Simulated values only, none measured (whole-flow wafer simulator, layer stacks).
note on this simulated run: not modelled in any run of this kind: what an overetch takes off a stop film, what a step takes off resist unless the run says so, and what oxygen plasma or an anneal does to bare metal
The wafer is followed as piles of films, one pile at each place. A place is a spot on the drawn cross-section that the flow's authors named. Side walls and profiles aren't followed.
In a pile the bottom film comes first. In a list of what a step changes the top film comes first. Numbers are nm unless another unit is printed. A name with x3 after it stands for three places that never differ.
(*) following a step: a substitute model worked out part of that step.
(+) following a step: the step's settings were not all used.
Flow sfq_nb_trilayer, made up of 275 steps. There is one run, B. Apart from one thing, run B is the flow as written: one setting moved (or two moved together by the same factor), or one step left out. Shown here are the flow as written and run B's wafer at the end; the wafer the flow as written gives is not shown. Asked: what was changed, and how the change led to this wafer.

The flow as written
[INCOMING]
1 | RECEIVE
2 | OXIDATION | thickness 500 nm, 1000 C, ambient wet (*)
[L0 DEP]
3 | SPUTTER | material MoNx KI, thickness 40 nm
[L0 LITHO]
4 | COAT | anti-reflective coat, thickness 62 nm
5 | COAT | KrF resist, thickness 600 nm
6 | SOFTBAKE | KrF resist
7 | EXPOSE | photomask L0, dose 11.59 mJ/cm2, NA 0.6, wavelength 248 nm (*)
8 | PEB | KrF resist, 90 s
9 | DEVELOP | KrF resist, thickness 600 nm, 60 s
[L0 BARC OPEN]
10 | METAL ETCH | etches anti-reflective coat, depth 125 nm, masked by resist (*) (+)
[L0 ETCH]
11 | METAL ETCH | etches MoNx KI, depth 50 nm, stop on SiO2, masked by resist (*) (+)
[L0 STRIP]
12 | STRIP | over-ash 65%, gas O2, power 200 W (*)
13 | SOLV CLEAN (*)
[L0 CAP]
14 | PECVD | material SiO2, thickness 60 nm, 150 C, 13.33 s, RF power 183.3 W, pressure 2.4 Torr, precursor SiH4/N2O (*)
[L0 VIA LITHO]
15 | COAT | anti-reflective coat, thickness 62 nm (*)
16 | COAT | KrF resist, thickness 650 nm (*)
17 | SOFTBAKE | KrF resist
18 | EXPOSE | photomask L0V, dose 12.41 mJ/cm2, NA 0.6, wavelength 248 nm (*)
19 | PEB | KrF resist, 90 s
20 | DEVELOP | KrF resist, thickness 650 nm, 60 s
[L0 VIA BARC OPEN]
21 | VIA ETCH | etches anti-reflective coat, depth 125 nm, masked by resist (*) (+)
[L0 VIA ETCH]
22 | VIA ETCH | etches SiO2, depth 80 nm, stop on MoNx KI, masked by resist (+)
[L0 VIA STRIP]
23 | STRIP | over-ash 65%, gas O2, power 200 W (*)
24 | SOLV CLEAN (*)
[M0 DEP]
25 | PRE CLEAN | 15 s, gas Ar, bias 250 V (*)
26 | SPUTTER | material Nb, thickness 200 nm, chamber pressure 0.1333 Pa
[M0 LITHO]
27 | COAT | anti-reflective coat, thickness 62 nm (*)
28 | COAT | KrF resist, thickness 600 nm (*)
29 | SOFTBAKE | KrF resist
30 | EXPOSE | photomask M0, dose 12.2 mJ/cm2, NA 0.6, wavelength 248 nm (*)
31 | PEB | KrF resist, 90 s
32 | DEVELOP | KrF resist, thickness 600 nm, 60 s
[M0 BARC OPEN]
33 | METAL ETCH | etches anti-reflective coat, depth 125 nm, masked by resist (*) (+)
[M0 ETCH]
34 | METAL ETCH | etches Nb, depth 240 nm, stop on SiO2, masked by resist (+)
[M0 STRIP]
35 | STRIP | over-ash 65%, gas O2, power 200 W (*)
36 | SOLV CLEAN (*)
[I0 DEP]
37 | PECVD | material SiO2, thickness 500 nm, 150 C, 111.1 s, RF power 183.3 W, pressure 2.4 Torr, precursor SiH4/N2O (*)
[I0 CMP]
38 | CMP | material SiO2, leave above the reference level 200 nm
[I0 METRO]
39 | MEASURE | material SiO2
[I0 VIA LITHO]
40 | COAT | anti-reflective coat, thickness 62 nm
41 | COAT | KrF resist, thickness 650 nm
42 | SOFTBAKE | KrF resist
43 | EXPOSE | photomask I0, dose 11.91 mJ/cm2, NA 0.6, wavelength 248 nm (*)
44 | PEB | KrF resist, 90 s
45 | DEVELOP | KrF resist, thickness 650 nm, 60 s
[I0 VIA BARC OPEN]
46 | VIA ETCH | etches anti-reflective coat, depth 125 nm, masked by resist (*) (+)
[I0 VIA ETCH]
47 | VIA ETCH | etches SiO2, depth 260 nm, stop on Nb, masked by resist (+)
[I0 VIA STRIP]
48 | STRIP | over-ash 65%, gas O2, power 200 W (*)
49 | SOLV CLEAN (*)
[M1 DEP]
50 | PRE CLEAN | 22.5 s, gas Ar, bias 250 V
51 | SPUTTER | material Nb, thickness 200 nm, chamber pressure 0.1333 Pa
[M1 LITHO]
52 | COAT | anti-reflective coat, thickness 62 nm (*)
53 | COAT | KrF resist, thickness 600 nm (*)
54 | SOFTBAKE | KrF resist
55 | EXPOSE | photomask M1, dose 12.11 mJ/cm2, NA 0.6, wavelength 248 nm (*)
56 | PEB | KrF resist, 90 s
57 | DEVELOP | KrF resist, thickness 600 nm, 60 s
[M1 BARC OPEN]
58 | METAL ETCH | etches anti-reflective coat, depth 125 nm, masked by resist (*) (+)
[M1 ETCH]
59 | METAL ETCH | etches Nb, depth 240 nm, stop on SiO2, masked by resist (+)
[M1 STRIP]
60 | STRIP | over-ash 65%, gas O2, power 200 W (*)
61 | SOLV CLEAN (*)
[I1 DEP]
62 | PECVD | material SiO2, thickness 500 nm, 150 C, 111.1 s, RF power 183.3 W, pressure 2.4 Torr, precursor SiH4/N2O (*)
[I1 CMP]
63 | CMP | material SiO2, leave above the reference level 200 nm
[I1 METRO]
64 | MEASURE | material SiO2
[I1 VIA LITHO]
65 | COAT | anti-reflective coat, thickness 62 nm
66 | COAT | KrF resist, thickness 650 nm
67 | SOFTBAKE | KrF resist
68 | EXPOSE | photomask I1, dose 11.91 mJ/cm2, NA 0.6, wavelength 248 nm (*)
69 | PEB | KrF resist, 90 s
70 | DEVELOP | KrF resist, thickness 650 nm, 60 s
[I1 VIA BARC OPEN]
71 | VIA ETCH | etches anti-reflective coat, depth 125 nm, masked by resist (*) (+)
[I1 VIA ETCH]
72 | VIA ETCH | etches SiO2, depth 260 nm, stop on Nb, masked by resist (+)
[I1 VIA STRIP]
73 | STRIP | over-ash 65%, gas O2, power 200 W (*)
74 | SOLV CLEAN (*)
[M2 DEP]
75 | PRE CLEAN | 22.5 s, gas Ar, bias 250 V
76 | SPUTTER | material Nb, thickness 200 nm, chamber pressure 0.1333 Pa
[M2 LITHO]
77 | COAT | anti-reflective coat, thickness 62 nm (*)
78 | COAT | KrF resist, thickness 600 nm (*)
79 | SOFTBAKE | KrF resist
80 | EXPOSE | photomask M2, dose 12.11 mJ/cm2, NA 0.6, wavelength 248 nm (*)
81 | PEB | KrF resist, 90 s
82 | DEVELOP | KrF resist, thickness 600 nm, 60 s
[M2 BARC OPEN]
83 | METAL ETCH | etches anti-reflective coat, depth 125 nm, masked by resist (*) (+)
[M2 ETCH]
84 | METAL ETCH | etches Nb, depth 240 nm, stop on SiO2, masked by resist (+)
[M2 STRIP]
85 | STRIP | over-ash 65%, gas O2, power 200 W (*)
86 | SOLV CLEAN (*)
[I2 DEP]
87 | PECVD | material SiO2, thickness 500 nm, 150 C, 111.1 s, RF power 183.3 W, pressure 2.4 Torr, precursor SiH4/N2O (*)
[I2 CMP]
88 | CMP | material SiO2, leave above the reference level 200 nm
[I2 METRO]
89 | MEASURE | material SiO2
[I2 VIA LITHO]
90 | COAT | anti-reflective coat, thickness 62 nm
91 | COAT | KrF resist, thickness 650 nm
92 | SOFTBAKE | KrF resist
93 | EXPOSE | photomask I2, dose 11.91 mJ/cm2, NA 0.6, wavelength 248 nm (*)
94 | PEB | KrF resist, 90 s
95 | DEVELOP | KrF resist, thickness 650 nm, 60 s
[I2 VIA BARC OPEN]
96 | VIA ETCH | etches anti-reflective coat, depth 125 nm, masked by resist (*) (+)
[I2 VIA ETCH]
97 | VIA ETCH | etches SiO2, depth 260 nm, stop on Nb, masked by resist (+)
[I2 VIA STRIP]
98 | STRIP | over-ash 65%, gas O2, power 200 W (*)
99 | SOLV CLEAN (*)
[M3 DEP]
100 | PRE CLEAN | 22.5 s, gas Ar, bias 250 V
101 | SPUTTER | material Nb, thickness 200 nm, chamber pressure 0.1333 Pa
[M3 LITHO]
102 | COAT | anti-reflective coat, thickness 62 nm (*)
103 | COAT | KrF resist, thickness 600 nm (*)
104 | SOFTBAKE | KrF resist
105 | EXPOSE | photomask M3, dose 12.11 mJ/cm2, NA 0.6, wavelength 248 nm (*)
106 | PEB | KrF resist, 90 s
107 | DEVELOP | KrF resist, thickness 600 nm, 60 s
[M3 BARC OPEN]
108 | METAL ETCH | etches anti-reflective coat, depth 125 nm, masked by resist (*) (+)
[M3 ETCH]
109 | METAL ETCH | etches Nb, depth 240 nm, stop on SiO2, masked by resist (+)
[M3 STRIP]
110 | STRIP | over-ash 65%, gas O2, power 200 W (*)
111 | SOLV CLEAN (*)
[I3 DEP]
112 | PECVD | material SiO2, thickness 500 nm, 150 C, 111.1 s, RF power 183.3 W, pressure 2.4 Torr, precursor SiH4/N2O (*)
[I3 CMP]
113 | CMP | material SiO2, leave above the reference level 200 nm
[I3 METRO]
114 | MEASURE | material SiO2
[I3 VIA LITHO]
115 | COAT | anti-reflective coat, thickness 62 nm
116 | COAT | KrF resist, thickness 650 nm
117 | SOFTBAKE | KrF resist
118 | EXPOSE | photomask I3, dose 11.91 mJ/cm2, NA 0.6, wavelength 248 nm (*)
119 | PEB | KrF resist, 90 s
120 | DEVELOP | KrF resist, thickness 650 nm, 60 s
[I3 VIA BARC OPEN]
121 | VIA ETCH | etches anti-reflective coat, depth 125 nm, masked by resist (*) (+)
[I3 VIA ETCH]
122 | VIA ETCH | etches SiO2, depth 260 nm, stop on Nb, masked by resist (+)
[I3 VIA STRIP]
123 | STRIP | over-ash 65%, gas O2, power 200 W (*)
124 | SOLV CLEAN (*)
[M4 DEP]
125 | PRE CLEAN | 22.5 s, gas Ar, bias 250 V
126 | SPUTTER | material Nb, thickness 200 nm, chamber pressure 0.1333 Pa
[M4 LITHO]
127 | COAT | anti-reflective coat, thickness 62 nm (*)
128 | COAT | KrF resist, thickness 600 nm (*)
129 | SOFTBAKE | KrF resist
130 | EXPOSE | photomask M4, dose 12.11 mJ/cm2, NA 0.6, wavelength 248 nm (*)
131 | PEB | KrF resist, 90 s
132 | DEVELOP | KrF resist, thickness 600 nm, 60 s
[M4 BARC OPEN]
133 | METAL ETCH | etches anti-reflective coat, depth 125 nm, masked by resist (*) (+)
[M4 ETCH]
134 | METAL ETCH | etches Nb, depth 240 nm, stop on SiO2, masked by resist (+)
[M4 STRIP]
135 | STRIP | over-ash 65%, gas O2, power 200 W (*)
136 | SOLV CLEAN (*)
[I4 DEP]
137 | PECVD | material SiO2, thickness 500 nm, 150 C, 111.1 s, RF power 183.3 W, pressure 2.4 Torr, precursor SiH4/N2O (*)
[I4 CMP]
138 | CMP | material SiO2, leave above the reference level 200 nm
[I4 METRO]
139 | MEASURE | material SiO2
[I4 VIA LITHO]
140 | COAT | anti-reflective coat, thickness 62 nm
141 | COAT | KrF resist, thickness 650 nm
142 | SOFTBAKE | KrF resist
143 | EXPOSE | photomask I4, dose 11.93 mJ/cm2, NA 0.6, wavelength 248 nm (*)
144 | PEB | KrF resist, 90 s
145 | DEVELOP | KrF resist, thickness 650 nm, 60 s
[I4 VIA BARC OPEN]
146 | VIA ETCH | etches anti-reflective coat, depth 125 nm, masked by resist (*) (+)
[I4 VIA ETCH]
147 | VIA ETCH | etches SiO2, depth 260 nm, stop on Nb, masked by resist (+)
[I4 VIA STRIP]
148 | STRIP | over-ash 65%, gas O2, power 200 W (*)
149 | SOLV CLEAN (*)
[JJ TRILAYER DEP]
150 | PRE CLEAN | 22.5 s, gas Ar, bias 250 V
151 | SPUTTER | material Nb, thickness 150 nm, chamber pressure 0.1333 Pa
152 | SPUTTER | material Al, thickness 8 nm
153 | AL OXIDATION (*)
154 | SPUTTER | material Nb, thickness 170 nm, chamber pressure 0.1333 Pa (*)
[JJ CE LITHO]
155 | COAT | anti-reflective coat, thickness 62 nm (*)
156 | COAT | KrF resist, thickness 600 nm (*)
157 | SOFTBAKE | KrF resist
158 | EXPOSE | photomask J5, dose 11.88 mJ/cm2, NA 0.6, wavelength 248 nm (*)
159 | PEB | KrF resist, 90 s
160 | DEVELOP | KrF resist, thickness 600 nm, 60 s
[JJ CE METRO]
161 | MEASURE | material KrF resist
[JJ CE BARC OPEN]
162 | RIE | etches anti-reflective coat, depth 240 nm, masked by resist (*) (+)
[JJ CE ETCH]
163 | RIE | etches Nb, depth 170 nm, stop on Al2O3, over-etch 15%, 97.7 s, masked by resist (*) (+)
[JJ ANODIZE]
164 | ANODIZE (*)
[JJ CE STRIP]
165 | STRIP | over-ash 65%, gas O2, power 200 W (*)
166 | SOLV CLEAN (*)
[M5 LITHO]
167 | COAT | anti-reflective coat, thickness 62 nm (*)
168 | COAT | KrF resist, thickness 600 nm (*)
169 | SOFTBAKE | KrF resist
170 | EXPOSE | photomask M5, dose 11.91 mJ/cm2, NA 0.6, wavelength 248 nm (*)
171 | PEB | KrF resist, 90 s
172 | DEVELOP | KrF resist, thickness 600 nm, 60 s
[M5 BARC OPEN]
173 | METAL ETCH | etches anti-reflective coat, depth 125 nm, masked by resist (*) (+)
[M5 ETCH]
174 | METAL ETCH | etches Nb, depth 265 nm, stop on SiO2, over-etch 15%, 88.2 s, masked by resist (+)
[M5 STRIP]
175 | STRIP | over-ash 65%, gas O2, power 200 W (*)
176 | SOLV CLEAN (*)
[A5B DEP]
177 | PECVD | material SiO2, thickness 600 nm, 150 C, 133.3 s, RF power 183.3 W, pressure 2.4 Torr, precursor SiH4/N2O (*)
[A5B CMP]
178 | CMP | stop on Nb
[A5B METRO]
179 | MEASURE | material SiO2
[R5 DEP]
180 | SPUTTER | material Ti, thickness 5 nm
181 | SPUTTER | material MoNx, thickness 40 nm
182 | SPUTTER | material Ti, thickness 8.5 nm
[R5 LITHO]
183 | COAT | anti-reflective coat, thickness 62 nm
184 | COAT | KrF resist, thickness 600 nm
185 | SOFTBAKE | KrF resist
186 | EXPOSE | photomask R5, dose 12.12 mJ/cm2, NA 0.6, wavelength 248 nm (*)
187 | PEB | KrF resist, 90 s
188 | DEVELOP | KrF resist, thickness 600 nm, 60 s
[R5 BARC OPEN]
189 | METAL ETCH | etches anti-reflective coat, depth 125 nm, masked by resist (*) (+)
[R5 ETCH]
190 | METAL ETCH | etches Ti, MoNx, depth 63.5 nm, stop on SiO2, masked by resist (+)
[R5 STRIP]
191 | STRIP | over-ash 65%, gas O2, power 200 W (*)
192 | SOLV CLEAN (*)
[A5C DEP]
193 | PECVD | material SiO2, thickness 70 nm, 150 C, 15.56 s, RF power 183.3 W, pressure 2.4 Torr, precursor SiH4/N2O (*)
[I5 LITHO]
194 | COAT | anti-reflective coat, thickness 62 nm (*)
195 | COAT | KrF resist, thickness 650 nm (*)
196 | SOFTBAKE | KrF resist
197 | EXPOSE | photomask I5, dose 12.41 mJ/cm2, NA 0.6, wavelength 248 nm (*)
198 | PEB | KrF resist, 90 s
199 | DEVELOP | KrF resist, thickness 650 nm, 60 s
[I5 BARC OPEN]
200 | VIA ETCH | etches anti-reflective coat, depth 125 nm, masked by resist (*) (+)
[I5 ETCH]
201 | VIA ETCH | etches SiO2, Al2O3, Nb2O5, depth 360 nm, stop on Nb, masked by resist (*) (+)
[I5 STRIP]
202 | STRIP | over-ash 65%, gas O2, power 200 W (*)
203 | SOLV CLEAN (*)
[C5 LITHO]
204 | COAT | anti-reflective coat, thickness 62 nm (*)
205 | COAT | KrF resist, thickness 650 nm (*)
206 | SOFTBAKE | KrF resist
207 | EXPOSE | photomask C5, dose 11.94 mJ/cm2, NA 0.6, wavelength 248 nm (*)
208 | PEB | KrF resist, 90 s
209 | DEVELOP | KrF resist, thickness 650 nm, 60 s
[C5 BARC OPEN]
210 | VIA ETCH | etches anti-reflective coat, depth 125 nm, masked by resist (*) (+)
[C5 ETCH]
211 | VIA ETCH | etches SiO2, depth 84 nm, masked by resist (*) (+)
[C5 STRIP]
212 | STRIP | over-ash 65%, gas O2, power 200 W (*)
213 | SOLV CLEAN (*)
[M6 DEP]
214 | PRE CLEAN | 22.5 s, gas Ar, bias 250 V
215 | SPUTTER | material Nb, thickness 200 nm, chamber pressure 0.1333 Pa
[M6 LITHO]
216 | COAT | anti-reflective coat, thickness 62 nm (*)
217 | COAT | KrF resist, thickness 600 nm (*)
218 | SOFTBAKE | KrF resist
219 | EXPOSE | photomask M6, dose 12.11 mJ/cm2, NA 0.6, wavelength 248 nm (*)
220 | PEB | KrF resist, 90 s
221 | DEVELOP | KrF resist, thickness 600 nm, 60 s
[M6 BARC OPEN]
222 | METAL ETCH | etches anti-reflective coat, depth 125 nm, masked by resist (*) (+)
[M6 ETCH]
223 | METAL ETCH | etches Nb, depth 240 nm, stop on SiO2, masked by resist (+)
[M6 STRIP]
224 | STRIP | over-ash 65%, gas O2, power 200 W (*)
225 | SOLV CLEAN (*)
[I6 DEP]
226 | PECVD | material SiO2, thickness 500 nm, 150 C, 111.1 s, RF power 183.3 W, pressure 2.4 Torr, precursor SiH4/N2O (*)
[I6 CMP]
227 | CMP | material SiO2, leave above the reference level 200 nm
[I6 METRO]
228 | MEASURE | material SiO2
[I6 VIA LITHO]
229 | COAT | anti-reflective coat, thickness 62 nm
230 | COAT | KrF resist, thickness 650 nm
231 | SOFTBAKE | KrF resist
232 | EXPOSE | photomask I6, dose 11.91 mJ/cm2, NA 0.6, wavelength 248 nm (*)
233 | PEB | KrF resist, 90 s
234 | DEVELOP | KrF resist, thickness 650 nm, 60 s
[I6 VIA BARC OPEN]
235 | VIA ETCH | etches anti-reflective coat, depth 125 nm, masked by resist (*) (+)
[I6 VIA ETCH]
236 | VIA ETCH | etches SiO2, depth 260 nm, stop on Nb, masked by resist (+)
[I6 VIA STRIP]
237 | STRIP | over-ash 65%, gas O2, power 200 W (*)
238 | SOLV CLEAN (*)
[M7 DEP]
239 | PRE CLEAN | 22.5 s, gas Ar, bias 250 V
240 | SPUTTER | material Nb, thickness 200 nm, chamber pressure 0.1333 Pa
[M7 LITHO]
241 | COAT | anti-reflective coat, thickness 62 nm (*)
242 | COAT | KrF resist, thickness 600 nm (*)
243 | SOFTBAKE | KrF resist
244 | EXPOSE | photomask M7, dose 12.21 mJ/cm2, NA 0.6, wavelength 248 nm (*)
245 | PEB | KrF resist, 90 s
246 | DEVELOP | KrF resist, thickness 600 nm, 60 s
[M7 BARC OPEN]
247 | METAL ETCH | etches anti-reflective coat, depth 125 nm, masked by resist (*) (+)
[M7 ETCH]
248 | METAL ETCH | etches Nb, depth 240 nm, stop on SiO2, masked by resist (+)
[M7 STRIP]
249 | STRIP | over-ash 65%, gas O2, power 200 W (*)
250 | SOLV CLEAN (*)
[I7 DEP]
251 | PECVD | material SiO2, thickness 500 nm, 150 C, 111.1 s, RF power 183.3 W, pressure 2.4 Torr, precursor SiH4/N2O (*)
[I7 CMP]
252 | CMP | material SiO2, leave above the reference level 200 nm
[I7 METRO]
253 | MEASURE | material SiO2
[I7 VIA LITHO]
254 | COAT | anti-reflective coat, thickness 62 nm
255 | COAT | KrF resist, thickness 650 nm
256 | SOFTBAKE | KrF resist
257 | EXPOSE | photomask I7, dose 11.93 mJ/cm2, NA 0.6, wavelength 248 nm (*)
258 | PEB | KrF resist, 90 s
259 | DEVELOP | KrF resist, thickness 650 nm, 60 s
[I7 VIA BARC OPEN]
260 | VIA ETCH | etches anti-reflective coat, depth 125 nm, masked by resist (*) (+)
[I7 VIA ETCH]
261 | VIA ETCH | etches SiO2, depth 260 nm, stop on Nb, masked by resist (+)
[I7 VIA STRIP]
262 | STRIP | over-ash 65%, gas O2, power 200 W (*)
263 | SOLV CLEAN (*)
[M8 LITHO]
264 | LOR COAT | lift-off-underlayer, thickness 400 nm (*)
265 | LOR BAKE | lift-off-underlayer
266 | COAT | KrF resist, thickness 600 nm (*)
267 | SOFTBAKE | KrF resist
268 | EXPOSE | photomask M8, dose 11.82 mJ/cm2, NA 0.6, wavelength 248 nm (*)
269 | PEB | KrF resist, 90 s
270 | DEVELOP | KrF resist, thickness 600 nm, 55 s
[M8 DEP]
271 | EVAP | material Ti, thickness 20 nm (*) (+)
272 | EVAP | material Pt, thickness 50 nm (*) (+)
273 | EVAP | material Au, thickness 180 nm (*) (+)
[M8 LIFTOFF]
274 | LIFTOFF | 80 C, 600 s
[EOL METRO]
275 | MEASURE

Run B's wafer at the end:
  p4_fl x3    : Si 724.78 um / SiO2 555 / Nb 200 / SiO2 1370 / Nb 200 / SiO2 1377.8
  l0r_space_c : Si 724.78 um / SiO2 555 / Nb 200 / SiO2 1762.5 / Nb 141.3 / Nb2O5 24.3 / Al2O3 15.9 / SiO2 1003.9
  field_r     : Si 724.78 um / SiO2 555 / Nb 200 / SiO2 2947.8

What caused this: step 152, SPUTTER: thickness 9.92 nm was run, though the flow has thickness 8 nm.

The path from the change to this, step by step:
  152 | SPUTTER | material Al, thickness 8 nm
      field_l, v_sur, via_sp and 100 more: Al gains 9.92 (new film) (it would be, as written: Al gains 8 (new film))
      via_wl, via_wr: Al gains 6.37 (new film) (it would be, as written: Al gains 5.14 (new film))
      (also at 1 further place)
  164 | ANODIZE (*)
      field_l, v_sur, via_sp and 96 more: Al2O3 gains 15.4, Nb2O5 gains 24.3 (new film), Al loses 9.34 (all of it), Nb loses 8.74 (it would be, as written: Al2O3 gains 12.2, Nb2O5 gains 29.9 (new film), Al loses 7.42 (all of it), Nb loses 10.8)
      via_wl, via_wr: Al2O3 gains 9.56 (new film), Nb2O5 gains 35.5 (new film), Al loses 5.79 (all of it), Nb loses 12.8 (it would be, as written: Al2O3 gains 7.52 (new film), Nb2O5 gains 39.2 (new film), Al loses 4.56 (all of it), Nb loses 14.1)
      (also at 1 further place)
  174 | METAL ETCH | etches Nb, depth 265 nm, stop on SiO2, over-etch 15%, 88.2 s, masked by resist (+)
      field_l, r_sur, res and 50 more: Al2O3 loses 15.8 (all of it), Nb2O5 loses 24.3 (all of it), Nb loses 141.3 (all of it), SiO2 loses 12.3 (it would be, as written: Al2O3 loses 12.6 (all of it), Nb2O5 loses 29.9 (all of it), Nb loses 139.2 (all of it), SiO2 loses 12.3)
  201 | VIA ETCH | etches SiO2, Al2O3, Nb2O5, depth 360 nm, stop on Nb, masked by resist (*) (+)
      be: SiO2 loses 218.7 (all of it), Al2O3 loses 15.9 (all of it), Nb2O5 loses 24.3 (all of it) (it would be, as written: SiO2 loses 216.4 (all of it), Al2O3 loses 12.7 (all of it), Nb2O5 loses 29.9 (all of it))
